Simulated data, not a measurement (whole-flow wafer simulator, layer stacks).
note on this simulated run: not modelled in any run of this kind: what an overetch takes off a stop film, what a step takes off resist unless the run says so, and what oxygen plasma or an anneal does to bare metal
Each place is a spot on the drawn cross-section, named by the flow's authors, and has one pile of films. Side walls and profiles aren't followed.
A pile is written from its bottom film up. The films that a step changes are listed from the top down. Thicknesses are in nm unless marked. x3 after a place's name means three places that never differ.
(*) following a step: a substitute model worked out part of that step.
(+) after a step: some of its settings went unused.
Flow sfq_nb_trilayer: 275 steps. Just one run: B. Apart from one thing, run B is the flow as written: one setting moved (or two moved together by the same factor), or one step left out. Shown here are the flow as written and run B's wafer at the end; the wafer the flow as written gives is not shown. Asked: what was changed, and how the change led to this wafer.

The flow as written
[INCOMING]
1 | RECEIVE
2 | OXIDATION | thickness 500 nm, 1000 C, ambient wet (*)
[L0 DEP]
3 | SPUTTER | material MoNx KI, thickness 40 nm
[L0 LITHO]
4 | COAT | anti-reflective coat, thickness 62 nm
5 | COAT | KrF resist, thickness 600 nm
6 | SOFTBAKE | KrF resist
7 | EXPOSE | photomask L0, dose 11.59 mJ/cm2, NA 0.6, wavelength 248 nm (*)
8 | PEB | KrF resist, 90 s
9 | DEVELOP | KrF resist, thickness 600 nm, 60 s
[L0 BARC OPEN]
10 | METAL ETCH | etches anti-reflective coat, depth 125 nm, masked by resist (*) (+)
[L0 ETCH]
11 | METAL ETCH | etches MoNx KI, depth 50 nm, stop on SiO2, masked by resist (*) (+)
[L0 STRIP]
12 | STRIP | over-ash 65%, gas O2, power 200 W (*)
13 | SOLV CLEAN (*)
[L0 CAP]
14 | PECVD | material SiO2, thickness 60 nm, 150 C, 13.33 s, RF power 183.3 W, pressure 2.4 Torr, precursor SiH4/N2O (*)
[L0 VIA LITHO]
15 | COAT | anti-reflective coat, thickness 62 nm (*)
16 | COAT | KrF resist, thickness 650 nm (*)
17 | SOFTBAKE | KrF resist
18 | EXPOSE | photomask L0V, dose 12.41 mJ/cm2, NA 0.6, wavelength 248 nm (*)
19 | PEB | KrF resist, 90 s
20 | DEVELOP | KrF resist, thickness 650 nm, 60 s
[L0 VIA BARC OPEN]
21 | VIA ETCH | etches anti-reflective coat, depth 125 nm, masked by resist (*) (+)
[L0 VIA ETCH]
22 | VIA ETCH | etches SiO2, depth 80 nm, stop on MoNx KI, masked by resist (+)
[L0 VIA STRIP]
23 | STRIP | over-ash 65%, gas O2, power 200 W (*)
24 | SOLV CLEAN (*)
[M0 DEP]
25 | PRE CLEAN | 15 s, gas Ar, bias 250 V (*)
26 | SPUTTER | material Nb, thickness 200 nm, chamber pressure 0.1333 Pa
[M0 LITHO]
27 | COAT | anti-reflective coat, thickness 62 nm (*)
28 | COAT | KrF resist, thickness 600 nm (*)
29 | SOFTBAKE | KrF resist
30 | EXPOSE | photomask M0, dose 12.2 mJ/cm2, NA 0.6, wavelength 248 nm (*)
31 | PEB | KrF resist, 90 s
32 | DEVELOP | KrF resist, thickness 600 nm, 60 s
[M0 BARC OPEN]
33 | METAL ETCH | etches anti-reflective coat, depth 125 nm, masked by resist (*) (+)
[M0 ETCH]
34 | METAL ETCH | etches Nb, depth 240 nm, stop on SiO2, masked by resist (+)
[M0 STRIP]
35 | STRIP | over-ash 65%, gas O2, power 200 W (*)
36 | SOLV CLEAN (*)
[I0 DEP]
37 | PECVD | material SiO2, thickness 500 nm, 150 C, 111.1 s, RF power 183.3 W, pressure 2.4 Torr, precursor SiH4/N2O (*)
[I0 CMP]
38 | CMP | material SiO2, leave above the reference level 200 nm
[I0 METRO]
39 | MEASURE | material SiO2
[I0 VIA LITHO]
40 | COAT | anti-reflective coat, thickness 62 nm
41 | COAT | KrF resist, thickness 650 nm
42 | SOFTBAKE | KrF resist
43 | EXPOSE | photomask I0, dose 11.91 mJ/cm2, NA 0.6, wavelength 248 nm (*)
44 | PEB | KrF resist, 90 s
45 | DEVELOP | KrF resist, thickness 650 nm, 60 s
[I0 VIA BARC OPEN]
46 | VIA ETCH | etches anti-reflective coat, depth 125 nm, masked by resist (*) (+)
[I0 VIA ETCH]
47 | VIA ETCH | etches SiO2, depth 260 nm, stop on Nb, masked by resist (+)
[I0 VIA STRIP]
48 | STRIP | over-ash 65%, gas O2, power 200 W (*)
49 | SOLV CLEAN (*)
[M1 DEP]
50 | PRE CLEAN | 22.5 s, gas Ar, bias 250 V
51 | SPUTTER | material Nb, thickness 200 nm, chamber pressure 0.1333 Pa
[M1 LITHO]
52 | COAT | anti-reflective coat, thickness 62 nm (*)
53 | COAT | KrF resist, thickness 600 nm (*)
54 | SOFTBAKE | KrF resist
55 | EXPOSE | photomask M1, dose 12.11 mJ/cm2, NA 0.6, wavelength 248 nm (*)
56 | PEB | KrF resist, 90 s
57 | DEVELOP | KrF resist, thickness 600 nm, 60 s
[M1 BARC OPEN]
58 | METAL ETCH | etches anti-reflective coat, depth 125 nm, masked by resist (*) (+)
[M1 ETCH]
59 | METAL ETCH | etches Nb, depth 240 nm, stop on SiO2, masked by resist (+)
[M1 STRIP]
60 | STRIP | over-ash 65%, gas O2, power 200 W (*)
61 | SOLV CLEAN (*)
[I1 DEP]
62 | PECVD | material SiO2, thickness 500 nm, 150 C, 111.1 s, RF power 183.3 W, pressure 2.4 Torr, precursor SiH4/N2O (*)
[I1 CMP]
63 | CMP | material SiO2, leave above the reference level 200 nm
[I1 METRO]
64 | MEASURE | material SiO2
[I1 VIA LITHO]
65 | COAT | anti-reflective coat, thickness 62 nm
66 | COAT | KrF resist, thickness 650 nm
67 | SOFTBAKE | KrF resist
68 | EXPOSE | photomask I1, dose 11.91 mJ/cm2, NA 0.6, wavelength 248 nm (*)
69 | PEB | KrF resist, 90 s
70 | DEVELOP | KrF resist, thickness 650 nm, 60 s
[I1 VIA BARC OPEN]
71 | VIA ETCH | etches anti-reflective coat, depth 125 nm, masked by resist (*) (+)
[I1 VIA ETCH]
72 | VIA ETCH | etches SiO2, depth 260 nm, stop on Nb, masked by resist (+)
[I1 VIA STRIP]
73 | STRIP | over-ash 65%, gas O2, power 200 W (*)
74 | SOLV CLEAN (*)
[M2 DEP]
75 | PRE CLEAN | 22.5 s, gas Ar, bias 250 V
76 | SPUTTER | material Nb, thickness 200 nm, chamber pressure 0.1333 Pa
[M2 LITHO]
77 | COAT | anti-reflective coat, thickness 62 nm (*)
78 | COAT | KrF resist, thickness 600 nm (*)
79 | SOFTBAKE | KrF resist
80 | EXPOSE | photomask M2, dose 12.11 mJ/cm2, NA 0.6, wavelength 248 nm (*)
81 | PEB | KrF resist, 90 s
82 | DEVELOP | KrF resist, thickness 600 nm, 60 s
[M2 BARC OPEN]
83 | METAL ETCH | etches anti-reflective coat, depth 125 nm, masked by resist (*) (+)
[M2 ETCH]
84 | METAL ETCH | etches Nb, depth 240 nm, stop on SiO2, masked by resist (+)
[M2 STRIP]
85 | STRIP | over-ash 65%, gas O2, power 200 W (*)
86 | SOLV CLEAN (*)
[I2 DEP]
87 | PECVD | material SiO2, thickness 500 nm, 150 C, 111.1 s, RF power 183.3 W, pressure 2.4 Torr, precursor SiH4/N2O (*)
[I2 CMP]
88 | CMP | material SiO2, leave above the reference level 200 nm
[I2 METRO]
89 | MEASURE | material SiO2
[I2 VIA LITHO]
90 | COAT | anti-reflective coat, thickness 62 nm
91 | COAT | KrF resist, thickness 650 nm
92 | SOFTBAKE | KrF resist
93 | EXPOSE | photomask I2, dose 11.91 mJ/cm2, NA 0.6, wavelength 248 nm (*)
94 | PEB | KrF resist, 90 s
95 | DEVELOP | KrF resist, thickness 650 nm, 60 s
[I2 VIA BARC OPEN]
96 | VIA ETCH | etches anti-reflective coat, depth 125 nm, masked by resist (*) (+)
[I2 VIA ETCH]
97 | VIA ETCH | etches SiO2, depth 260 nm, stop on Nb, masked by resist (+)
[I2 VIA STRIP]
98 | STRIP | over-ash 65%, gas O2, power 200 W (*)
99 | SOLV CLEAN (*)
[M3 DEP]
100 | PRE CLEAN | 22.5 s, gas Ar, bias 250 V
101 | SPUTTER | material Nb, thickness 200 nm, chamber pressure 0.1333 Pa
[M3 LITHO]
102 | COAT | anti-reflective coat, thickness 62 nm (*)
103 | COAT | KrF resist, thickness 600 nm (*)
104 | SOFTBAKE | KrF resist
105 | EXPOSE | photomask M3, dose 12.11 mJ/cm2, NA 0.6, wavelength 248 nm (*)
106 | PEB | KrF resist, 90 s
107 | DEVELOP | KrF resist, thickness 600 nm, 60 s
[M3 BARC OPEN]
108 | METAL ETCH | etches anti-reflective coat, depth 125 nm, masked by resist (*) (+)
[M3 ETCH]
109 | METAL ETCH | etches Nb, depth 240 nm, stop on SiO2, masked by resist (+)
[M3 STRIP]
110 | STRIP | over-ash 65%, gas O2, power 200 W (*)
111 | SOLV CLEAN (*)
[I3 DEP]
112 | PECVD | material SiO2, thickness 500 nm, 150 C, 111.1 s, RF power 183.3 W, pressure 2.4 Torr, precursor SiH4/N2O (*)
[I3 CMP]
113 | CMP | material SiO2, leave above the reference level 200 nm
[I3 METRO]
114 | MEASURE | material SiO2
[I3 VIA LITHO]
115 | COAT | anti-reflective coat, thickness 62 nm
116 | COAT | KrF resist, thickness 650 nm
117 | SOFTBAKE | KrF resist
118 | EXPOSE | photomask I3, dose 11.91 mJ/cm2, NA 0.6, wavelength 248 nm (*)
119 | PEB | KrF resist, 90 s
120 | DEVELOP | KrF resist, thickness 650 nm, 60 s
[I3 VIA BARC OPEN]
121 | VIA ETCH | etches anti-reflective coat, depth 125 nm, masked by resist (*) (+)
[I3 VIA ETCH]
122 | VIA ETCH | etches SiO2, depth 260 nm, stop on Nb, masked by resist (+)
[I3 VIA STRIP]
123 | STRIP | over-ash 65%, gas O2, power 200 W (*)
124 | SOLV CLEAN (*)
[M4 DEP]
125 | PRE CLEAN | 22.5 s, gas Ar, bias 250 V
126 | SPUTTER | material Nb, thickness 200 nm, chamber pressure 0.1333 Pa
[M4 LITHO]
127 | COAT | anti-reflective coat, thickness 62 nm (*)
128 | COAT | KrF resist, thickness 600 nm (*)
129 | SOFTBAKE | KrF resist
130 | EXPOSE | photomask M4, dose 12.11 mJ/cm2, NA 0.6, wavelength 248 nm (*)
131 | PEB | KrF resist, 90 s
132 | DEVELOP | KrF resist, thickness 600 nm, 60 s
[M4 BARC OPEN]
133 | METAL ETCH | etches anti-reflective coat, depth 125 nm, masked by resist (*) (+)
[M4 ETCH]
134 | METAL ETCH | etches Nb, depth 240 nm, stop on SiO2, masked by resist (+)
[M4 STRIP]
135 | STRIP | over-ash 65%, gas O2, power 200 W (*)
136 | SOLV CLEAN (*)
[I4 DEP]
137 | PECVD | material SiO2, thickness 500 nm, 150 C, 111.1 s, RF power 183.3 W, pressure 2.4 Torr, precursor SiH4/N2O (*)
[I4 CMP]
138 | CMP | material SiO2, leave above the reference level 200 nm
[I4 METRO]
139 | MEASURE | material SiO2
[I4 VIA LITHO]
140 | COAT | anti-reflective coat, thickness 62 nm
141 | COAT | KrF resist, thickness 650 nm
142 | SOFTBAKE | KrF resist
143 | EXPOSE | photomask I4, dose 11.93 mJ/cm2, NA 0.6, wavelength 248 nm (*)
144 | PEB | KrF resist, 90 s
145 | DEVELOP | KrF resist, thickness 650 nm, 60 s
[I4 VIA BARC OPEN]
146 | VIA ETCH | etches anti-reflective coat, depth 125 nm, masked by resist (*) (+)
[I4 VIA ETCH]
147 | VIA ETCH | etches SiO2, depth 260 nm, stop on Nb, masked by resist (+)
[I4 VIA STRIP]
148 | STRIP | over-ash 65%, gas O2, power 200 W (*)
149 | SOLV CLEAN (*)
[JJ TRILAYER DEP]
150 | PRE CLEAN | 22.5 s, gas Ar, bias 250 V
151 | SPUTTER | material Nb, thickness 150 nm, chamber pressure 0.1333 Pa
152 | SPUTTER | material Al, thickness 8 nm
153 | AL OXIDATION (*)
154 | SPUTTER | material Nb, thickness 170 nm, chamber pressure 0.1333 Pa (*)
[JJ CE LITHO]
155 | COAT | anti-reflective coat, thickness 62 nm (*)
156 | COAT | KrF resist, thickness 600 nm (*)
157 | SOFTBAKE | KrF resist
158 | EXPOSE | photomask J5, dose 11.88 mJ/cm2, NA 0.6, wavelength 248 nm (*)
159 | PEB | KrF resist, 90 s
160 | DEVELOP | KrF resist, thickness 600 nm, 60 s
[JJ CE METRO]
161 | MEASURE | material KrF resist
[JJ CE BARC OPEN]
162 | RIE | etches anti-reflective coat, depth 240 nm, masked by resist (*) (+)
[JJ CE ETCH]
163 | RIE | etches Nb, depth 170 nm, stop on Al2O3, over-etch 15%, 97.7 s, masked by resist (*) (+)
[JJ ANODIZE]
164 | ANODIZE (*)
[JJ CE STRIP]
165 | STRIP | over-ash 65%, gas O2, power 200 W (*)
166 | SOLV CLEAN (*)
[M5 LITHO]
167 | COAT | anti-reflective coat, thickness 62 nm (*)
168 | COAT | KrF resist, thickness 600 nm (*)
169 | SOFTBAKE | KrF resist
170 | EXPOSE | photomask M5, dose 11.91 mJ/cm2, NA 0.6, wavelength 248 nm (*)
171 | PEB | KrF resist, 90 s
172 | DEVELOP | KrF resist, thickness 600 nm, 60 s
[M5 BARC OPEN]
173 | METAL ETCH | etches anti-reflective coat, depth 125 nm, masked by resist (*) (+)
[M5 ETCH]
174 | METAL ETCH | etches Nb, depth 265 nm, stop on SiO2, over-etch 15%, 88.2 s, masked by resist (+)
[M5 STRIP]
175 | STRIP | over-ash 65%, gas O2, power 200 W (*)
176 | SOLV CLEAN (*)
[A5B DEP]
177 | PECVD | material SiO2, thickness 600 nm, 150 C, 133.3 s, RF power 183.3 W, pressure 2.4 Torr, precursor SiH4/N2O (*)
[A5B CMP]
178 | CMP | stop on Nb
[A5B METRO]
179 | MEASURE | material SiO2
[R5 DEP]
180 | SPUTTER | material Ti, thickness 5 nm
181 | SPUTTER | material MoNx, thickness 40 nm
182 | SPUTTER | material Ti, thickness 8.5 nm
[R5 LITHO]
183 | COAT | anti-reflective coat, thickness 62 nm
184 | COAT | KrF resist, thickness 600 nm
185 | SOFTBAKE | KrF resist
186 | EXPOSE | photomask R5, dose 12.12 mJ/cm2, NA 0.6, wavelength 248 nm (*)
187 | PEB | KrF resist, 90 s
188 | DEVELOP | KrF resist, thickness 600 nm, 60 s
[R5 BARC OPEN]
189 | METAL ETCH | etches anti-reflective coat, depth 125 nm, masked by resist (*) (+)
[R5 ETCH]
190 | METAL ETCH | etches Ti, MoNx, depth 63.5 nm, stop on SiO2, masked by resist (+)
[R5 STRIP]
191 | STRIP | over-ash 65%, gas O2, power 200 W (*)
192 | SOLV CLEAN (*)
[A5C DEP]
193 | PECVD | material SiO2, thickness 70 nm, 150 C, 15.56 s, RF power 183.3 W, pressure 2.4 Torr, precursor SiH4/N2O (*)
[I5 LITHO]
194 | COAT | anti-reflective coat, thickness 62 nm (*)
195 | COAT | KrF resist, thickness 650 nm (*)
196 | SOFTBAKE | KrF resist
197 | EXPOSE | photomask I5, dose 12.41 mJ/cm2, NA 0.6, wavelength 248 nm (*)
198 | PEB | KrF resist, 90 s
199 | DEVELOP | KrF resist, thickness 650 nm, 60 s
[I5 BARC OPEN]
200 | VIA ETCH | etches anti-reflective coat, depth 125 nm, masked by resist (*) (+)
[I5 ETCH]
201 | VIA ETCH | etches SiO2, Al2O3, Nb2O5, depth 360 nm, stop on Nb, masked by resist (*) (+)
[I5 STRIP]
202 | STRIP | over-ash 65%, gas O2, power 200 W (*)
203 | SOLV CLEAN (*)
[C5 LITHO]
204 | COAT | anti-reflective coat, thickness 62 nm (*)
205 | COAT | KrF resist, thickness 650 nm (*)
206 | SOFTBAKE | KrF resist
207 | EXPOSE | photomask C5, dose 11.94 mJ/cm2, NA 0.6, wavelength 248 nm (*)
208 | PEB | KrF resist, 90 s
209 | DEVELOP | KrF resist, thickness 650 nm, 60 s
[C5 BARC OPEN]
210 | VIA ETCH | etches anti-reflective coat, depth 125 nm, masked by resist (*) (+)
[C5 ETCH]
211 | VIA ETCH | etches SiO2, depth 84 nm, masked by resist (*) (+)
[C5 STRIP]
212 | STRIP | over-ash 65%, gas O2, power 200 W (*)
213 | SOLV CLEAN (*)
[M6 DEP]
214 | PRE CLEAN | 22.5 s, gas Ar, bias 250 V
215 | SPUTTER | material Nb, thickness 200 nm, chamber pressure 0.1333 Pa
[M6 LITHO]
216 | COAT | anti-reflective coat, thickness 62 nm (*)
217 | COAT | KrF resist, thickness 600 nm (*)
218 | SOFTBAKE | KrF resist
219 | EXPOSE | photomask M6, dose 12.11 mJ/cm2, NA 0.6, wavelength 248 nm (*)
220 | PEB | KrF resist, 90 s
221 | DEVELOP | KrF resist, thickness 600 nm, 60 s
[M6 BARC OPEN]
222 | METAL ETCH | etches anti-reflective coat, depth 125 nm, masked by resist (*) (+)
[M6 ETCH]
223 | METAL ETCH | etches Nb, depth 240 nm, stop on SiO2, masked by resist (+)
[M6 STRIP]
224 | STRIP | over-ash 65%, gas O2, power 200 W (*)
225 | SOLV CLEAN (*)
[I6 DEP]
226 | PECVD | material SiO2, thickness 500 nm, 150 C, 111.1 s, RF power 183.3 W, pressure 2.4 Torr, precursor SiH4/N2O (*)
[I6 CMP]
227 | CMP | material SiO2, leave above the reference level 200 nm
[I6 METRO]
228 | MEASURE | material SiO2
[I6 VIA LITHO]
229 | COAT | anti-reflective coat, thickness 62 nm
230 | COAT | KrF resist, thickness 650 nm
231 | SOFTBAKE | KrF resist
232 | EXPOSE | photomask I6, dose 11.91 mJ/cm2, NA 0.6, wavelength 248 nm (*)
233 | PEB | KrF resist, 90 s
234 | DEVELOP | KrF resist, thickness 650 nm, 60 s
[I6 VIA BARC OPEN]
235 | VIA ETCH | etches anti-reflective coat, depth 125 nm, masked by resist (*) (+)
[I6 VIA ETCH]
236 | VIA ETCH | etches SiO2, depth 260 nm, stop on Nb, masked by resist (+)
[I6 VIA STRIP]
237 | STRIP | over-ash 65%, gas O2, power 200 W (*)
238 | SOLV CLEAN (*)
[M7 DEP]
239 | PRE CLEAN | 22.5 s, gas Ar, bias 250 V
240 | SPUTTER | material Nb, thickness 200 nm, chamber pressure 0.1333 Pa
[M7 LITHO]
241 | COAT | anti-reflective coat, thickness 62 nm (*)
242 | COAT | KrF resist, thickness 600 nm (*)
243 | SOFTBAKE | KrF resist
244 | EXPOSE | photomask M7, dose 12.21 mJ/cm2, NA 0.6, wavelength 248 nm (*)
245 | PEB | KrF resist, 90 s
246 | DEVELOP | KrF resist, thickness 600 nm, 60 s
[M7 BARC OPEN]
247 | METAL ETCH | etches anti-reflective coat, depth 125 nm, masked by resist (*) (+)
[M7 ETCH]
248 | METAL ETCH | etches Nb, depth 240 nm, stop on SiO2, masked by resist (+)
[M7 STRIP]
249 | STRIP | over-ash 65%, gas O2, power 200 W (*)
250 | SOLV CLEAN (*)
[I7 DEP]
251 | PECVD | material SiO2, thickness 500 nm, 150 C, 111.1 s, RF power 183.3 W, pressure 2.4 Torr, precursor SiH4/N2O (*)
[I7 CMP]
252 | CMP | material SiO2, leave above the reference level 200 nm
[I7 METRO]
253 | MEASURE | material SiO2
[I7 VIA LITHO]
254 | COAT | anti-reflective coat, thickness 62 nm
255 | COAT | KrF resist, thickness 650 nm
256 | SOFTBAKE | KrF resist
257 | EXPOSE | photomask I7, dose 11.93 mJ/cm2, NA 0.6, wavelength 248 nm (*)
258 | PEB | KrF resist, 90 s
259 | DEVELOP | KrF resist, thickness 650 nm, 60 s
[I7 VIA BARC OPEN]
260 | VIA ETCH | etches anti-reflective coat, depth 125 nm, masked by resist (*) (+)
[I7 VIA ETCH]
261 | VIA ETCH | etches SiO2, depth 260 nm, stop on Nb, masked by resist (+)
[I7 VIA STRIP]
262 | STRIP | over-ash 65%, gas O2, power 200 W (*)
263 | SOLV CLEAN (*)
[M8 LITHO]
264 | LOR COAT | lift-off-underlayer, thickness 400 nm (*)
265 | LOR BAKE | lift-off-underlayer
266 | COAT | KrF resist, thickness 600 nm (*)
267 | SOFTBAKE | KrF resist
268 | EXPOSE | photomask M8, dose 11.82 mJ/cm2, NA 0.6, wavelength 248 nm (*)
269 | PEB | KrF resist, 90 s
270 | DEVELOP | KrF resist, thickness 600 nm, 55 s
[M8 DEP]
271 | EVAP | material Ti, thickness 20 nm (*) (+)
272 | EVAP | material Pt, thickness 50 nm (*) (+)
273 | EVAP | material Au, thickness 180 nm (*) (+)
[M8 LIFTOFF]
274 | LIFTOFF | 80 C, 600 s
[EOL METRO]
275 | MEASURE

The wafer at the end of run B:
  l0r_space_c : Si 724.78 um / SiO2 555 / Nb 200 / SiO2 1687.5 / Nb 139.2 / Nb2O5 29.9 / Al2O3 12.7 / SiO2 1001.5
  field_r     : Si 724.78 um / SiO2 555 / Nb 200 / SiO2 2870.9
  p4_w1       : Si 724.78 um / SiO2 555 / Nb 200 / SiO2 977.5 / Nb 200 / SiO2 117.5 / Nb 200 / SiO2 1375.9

Cause: step 113, CMP: leave above the reference level 125 nm was run, while the flow as written has leave above the reference level 200 nm.

The path from the change to this, step by step:
  113 | CMP | material SiO2, leave above the reference level 200 nm
      field_l, be, be_sur and 64 more: SiO2 loses 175 (in the flow as written it would be: SiO2 loses 100)
      v_sur, via_wl, via_wr and 27 more: SiO2 loses 375 (in the flow as written it would be: SiO2 loses 300)
      (also at 9 further places)
  122 | VIA ETCH | etches SiO2, depth 260 nm, stop on Nb, masked by resist (+)
      field_l, v_sur, via_wl and 102 more: KrF resist loses 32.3 (in the flow as written it would be: KrF resist loses 44.8)
      via_v: SiO2 loses 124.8 (all of it) (in the flow as written it would be: SiO2 loses 199.8 (all of it))
  123 | STRIP | over-ash 65%, gas O2, power 200 W (*)
      field_l, v_sur, via_wl and 102 more: KrF resist loses 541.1 (all of it), anti-reflective coat loses 62 (all of it) (in the flow as written it would be: KrF resist loses 528.6 (all of it), anti-reflective coat loses 62 (all of it))
  126 | SPUTTER | material Nb, thickness 200 nm, chamber pressure 0.1333 Pa
      via_v: Nb gains 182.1 (in the flow as written it would be: Nb gains 165.5)
  127 | COAT | anti-reflective coat, thickness 62 nm (*)
      via_sp: anti-reflective coat gains 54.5 (new film) (in the flow as written it would be: anti-reflective coat gains 53 (new film))
      via_v: anti-reflective coat gains 107.6 (new film) (in the flow as written it would be: anti-reflective coat gains 124.8 (new film))
      (also at 1 further place)
  128 | COAT | KrF resist, thickness 600 nm (*)
      via_v: KrF resist gains 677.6 (new film) (in the flow as written it would be: KrF resist gains 739.8 (new film))
  135 | STRIP | over-ash 65%, gas O2, power 200 W (*)
      via_sp: KrF resist loses 379 (all of it), anti-reflective coat loses 54.5 (all of it) (in the flow as written it would be: KrF resist loses 373.9 (all of it), anti-reflective coat loses 53 (all of it))
      via_v: KrF resist loses 459.8 (all of it), anti-reflective coat loses 107.6 (all of it) (in the flow as written it would be: KrF resist loses 521.8 (all of it), anti-reflective coat loses 124.8 (all of it))
      (also at 1 further place)
  137 | PECVD | material SiO2, thickness 500 nm, 150 C, 111.1 s, RF power 183.3 W, pressure 2.4 Torr, precursor SiH4/N2O (*)
      via_v: SiO2 gains 500 (new film) (in the flow as written it would be: SiO2 gains 615 (new film))
  138 | CMP | material SiO2, leave above the reference level 200 nm
      via_v: SiO2 loses 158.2 (in the flow as written it would be: SiO2 loses 181.6)
